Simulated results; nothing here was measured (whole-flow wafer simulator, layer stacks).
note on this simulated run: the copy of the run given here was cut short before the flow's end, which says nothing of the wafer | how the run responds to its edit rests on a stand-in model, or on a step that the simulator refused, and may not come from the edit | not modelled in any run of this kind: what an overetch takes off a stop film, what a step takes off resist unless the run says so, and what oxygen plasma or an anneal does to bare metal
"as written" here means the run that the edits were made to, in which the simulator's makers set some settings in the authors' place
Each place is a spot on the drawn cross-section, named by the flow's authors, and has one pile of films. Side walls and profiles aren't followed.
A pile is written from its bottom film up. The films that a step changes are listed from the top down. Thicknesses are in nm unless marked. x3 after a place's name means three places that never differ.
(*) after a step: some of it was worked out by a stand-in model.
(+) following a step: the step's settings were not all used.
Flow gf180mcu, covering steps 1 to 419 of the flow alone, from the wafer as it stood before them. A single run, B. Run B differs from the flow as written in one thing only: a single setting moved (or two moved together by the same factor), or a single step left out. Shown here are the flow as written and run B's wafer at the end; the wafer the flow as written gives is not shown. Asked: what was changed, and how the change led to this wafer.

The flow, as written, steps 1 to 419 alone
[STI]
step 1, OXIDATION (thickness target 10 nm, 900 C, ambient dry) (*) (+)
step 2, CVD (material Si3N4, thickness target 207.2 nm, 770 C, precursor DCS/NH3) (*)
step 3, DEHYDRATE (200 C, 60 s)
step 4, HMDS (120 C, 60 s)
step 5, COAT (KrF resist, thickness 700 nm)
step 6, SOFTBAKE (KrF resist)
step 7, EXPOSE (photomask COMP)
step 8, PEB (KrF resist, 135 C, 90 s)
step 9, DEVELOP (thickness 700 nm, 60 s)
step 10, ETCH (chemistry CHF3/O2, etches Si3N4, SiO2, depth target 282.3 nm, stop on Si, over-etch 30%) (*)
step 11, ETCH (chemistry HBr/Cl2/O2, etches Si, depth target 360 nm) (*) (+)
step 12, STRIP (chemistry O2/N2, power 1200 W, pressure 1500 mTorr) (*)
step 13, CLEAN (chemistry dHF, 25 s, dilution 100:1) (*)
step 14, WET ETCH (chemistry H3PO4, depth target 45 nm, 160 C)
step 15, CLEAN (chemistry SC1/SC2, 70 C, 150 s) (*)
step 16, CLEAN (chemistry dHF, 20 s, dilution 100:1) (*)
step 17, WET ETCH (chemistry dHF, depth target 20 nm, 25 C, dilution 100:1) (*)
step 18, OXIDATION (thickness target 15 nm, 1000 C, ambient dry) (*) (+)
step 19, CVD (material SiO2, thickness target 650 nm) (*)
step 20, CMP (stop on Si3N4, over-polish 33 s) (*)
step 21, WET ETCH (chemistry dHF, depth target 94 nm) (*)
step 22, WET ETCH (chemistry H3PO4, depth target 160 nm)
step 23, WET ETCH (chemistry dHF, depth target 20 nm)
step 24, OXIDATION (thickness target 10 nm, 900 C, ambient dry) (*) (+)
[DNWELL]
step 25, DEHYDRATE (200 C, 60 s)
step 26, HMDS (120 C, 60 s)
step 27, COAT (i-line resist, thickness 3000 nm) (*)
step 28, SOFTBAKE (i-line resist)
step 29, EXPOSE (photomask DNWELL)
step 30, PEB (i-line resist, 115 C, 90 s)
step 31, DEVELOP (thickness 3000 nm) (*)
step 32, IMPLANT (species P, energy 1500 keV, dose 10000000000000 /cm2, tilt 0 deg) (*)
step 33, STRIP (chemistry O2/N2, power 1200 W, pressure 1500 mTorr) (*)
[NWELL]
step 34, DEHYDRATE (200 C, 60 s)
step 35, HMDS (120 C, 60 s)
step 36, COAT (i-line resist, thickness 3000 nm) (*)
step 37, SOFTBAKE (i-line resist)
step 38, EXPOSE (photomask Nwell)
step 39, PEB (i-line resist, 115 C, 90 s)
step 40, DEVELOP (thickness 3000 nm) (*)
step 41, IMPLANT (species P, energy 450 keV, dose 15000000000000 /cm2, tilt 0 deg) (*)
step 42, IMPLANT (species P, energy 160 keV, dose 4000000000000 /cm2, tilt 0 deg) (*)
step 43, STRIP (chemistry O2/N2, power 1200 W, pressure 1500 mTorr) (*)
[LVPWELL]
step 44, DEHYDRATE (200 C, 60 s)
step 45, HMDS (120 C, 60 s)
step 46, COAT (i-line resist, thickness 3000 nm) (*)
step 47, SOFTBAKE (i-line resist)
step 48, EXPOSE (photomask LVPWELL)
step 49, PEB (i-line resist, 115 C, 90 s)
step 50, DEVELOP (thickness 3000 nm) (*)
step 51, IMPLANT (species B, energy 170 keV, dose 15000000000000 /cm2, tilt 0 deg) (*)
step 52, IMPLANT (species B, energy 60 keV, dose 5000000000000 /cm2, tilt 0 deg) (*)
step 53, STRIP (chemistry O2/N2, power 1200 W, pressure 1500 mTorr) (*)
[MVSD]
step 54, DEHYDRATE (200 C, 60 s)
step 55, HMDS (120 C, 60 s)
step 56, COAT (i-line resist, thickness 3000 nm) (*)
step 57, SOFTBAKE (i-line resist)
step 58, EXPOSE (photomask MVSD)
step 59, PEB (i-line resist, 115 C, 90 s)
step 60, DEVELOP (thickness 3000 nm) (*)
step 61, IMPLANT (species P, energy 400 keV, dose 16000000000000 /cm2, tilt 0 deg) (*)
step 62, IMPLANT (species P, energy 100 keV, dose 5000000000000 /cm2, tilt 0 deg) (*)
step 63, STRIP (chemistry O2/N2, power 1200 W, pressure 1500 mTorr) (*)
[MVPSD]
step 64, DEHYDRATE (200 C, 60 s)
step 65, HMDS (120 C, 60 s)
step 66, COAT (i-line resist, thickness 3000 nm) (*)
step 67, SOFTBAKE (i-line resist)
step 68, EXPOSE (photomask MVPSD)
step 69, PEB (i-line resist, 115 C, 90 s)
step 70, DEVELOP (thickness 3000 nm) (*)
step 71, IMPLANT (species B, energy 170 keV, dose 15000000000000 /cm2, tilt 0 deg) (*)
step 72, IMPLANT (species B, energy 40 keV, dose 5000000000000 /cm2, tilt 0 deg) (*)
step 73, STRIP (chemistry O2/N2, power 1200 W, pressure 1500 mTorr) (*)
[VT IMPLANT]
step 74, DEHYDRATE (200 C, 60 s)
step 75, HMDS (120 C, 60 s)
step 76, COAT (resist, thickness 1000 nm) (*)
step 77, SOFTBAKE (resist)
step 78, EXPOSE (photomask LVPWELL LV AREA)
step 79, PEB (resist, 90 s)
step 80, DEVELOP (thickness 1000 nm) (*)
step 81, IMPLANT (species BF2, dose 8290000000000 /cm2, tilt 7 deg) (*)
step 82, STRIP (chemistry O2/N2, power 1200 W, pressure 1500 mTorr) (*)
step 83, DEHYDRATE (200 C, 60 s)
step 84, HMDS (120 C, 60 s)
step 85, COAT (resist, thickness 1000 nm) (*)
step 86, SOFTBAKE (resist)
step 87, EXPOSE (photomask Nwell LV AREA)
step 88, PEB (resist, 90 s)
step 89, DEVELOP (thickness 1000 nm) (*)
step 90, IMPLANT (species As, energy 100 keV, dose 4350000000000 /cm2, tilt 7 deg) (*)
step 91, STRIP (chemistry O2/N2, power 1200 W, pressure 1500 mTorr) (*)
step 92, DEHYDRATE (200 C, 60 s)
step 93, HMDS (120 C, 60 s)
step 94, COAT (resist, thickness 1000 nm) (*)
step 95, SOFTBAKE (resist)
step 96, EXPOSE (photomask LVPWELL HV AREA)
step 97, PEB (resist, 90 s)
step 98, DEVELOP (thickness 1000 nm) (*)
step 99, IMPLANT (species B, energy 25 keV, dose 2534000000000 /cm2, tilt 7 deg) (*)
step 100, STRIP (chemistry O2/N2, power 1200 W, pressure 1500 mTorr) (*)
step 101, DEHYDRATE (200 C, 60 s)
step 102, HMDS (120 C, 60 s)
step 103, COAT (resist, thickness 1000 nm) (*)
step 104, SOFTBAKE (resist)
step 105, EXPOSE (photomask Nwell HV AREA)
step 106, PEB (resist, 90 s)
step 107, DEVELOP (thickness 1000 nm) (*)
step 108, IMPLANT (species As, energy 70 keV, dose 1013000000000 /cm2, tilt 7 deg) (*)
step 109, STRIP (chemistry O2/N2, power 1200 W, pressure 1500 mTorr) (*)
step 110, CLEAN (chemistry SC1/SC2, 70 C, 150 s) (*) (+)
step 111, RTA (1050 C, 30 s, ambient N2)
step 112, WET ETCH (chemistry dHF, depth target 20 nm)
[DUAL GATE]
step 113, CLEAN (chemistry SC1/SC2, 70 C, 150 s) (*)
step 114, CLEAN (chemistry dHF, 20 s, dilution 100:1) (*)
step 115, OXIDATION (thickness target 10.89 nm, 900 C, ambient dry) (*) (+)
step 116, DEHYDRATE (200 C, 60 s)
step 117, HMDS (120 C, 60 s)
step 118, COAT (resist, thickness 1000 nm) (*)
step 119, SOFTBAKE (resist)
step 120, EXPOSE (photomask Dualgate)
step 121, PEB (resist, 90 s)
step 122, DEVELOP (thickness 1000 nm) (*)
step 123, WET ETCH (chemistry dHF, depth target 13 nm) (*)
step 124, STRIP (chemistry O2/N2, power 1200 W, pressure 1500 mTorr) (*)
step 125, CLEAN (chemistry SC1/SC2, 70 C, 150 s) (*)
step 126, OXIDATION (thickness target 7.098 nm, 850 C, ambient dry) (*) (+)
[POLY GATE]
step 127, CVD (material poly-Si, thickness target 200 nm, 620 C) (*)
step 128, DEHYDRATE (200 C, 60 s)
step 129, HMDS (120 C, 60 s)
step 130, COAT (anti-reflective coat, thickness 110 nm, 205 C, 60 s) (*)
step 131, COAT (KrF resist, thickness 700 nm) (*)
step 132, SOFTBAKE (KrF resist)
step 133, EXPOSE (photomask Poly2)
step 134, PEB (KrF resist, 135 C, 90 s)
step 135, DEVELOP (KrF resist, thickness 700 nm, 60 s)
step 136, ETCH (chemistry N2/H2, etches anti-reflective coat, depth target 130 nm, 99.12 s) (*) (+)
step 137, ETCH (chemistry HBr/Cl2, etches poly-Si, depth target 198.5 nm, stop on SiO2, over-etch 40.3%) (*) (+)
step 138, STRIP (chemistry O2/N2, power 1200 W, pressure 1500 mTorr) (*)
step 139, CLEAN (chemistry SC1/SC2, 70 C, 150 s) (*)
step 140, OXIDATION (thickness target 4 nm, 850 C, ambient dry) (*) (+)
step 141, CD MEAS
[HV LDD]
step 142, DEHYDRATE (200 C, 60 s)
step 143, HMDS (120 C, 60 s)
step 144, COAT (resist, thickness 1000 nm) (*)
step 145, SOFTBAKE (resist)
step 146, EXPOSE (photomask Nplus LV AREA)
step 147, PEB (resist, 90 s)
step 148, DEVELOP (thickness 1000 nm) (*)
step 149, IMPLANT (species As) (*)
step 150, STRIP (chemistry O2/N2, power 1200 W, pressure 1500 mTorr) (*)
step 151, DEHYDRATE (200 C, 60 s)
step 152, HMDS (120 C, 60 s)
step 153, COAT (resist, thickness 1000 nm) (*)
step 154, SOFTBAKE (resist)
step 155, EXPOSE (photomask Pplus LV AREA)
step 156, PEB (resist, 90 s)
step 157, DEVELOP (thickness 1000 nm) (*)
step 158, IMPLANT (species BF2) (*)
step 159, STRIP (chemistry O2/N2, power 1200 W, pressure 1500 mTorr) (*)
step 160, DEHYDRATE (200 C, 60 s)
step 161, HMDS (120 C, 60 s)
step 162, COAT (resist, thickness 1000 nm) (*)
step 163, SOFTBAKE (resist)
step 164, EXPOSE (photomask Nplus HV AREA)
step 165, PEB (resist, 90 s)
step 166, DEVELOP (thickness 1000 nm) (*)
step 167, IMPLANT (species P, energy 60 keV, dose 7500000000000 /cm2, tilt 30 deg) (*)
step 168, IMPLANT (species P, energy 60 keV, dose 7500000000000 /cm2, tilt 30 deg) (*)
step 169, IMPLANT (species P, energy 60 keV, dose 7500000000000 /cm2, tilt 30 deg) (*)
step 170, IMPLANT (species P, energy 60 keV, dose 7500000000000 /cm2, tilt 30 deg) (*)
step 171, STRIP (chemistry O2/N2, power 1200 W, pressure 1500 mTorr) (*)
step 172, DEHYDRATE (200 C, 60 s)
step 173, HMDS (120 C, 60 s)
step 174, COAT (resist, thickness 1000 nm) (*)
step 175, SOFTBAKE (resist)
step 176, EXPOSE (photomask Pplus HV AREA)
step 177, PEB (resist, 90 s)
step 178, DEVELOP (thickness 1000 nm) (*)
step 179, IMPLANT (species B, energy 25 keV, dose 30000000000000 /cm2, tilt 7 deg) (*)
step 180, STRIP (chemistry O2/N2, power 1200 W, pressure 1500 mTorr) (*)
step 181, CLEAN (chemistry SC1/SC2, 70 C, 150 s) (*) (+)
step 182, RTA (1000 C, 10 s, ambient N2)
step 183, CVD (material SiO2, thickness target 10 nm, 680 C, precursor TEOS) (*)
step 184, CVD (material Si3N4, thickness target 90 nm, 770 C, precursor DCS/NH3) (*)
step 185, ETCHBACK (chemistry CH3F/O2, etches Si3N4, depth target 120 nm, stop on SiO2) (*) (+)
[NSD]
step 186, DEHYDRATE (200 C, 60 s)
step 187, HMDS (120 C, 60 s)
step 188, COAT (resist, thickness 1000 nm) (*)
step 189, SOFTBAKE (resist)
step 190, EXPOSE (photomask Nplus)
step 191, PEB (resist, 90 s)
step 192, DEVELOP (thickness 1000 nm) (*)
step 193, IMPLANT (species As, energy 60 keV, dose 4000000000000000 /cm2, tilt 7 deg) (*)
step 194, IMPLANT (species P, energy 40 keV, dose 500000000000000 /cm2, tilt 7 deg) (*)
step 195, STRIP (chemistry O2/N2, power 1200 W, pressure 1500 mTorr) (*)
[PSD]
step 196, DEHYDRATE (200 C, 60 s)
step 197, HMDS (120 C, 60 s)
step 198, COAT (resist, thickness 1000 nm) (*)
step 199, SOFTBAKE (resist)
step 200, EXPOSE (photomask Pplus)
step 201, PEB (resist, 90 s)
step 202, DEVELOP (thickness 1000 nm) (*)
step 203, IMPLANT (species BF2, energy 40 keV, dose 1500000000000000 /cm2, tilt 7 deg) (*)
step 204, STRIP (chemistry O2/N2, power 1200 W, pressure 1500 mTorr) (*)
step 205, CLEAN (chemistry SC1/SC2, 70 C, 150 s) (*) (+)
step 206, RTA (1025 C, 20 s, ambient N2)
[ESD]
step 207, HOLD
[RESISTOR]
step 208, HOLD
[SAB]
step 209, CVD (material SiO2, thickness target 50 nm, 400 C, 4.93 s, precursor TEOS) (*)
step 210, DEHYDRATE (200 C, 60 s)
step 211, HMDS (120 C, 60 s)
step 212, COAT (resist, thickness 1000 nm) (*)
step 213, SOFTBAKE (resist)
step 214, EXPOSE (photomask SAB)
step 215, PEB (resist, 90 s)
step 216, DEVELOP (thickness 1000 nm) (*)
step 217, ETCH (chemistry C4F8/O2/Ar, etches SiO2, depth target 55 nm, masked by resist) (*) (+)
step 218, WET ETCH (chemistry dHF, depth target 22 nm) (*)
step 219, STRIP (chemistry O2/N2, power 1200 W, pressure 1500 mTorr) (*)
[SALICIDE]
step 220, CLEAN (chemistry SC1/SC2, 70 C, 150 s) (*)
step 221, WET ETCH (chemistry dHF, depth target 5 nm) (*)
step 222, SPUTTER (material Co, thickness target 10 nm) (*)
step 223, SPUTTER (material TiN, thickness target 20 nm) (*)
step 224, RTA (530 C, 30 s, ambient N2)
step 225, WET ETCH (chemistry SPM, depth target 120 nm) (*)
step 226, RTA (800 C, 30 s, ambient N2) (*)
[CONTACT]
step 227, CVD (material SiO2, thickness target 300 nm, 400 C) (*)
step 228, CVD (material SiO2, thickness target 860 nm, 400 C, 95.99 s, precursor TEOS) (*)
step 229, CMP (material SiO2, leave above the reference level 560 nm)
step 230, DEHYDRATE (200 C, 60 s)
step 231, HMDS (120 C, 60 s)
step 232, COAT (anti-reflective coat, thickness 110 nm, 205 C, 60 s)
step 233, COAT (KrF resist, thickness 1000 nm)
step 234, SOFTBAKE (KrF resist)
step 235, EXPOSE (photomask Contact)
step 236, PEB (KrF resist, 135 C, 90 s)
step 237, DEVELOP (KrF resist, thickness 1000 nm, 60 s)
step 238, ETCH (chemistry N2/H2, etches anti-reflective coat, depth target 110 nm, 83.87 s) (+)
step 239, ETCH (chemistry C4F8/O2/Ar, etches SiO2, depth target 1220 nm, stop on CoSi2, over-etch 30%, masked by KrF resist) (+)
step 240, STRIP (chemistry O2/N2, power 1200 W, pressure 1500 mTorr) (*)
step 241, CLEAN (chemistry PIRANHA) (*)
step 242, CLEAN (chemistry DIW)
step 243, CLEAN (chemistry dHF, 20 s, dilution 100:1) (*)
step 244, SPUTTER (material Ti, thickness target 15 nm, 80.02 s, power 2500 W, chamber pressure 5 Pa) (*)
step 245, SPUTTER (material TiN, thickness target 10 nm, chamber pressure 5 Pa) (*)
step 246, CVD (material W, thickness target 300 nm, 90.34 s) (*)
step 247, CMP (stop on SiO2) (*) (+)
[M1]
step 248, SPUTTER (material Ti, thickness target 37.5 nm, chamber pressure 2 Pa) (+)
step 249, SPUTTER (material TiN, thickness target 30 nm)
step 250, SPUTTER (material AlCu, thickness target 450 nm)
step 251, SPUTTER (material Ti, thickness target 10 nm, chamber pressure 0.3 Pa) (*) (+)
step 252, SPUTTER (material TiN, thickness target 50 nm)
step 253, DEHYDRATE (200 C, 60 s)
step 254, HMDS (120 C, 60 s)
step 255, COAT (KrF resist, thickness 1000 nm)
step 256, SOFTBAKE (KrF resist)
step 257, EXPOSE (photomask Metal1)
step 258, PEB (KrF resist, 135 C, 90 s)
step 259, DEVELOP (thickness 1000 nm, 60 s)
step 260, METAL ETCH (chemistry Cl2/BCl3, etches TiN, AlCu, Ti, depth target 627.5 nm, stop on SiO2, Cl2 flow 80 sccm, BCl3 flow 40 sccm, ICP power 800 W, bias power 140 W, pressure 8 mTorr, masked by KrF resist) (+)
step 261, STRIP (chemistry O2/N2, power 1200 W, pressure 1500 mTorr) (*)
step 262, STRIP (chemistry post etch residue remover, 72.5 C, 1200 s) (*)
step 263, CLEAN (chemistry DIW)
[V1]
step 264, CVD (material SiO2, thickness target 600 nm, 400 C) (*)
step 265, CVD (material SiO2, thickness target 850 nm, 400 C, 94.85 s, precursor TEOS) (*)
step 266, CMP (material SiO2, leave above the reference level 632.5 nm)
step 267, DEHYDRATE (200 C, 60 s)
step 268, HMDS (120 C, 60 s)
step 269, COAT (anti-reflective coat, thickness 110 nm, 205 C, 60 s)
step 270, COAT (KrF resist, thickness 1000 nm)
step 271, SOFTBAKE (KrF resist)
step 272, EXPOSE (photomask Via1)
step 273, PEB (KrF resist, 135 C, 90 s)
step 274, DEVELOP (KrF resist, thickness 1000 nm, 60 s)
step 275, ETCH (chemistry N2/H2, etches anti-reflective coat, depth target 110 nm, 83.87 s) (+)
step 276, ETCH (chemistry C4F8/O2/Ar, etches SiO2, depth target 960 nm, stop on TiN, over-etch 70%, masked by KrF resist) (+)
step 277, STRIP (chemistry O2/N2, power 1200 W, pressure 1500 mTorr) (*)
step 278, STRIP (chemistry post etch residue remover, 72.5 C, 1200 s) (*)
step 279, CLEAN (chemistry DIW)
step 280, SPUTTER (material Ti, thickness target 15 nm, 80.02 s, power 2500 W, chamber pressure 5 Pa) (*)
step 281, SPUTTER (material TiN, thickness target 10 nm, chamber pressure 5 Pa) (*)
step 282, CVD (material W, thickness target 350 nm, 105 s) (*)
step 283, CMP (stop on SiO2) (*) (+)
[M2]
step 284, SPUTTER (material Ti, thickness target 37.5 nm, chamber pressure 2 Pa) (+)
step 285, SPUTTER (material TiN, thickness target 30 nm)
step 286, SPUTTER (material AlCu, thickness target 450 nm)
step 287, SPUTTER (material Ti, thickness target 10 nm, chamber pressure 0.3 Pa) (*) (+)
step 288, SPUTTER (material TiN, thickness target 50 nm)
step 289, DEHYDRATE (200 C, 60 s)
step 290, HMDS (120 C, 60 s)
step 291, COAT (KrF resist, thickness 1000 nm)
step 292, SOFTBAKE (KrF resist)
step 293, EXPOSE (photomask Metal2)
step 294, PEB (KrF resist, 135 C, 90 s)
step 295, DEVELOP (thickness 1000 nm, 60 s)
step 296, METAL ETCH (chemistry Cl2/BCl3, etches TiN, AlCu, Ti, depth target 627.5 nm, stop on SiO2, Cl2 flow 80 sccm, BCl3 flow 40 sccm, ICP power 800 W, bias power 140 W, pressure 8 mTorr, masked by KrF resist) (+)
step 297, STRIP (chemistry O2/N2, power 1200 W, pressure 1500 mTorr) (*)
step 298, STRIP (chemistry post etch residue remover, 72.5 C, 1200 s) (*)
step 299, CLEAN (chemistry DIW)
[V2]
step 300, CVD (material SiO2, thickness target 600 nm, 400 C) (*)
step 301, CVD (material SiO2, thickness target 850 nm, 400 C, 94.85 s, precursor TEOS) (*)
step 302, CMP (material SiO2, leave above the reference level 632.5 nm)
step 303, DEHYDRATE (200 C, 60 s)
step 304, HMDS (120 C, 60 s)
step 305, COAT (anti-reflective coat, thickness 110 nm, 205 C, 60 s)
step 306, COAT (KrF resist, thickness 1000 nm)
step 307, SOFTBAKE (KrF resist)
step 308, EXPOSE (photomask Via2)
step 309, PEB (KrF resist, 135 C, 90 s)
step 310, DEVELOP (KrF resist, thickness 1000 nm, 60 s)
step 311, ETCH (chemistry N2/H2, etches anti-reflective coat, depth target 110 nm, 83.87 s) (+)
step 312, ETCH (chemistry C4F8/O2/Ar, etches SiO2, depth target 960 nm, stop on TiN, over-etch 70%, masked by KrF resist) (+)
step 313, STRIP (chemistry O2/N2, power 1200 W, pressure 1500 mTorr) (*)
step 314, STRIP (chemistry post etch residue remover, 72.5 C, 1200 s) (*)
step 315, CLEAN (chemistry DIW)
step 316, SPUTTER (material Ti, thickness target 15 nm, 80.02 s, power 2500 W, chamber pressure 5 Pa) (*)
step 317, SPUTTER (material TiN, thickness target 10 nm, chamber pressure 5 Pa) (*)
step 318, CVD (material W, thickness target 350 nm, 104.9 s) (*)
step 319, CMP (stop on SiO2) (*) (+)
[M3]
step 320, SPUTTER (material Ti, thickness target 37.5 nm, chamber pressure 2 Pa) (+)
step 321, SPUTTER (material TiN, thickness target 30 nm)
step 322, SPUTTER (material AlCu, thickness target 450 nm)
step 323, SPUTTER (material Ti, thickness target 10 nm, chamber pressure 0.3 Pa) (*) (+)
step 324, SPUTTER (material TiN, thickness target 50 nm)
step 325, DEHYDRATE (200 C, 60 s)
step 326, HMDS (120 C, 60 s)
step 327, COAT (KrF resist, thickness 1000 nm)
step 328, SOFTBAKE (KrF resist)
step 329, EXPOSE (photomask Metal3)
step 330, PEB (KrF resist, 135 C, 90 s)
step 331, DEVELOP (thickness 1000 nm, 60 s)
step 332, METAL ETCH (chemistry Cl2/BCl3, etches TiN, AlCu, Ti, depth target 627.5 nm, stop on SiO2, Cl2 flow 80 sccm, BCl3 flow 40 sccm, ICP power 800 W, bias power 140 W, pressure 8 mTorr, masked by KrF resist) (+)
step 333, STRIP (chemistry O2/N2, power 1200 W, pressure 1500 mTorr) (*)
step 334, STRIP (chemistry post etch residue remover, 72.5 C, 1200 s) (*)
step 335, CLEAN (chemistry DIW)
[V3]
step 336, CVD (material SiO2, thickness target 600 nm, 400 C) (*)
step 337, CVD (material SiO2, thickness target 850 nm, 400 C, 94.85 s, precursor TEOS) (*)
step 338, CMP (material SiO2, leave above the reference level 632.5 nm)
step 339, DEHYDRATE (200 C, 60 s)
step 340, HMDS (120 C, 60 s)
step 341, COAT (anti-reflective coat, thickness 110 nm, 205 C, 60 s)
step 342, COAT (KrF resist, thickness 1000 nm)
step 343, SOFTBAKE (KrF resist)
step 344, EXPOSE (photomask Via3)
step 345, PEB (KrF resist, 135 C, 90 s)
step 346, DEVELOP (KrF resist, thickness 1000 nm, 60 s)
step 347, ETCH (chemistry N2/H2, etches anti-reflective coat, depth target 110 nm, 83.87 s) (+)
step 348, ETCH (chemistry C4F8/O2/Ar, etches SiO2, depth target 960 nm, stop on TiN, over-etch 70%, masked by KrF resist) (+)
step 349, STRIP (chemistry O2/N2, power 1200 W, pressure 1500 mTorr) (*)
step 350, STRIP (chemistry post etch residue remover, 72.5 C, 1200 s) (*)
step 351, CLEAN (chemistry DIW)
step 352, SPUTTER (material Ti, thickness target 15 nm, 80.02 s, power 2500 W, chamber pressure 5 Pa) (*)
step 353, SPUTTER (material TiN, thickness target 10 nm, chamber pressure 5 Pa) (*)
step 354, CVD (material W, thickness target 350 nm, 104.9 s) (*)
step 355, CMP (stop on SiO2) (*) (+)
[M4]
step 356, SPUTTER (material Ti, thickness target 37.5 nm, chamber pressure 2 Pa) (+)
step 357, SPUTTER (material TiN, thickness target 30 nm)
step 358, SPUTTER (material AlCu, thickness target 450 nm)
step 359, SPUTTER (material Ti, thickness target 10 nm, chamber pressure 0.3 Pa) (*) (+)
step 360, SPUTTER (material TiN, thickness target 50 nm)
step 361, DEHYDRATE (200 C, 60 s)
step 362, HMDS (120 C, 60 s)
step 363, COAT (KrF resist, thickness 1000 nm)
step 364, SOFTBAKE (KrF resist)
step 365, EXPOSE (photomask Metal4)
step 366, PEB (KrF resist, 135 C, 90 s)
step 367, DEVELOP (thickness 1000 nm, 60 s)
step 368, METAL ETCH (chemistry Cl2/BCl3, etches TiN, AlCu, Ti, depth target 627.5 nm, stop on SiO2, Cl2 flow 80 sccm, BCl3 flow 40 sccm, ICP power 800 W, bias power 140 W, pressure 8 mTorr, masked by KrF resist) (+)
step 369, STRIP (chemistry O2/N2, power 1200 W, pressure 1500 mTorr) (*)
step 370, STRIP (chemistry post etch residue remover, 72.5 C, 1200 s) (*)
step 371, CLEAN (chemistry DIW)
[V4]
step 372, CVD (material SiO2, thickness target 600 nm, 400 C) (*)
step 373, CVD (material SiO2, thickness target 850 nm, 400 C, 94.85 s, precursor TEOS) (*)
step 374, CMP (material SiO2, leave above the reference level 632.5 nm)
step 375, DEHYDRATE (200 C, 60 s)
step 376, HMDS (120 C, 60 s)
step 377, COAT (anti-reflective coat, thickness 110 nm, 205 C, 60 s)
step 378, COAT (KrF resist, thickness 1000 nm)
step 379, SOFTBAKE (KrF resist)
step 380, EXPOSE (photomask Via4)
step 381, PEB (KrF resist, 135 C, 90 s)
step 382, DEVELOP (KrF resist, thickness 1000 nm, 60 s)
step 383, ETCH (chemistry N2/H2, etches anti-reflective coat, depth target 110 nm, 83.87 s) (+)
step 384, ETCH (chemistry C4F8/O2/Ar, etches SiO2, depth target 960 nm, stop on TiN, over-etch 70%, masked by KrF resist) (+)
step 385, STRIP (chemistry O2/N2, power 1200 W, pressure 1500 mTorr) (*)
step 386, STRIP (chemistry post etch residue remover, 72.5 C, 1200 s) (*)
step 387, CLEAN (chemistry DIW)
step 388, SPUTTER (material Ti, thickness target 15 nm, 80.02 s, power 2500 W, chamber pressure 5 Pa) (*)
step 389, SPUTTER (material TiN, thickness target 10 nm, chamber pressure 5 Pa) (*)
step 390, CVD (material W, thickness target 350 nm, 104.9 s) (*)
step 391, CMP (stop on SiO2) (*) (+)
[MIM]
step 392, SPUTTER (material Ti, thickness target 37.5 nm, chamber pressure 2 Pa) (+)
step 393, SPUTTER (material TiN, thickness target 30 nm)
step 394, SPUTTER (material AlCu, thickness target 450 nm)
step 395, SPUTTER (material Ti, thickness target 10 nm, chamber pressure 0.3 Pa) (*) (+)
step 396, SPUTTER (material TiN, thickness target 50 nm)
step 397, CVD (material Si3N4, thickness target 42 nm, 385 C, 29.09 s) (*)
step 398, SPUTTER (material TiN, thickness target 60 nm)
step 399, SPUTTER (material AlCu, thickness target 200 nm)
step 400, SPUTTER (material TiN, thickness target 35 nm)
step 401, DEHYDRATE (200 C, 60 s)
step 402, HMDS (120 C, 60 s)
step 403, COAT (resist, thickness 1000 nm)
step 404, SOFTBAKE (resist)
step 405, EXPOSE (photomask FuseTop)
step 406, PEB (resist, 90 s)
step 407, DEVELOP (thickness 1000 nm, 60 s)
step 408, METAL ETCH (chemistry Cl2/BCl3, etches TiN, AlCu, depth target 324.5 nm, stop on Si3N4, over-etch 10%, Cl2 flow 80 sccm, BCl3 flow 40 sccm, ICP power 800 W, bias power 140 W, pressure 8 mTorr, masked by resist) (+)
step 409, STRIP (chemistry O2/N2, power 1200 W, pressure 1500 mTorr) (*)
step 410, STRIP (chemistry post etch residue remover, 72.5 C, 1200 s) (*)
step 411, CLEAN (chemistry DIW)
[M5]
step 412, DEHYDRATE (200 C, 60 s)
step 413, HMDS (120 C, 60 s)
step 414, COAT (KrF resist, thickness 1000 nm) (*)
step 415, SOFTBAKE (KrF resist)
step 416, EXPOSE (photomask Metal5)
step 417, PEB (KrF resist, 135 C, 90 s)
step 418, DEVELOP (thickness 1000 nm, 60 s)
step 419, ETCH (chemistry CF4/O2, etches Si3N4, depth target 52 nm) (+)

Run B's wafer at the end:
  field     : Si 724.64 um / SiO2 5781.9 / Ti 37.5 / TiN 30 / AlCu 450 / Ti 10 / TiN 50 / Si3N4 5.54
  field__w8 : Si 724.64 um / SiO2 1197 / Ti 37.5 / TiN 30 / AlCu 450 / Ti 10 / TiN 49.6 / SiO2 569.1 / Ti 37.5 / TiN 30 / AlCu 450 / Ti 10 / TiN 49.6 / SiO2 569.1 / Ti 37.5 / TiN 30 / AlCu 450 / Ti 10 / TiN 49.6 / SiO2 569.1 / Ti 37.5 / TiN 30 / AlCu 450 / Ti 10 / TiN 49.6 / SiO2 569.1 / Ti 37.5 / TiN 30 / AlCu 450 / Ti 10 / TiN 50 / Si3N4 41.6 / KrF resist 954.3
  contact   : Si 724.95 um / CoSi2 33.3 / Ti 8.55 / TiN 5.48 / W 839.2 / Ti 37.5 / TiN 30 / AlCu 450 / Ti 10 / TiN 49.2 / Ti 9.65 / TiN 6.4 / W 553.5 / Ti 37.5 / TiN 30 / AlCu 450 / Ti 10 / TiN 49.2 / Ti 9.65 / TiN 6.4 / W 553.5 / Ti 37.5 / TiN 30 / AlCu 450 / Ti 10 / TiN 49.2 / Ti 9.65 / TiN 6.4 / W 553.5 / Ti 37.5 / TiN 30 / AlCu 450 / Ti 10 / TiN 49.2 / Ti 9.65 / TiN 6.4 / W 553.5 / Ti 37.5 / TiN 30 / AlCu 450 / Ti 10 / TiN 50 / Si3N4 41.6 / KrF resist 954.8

What caused this: step 419, ETCH: depth target 36.1 nm was run, though the flow has depth target 52 nm.

The path from the change to this, step by step:
  step 419, ETCH (chemistry CF4/O2, etches Si3N4, depth target 52 nm) (+)
      field, field__w1, field__w2 and 101 more: -36.1 Si3N4 (it would be, as written: -41.6 Si3N4 (all of it), -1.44 TiN)
      field__w4, field__w8, contact, m1, m1__w1, mim, mim_1p0, m1_nw: -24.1 KrF resist (it would be, as written: -34.7 KrF resist)
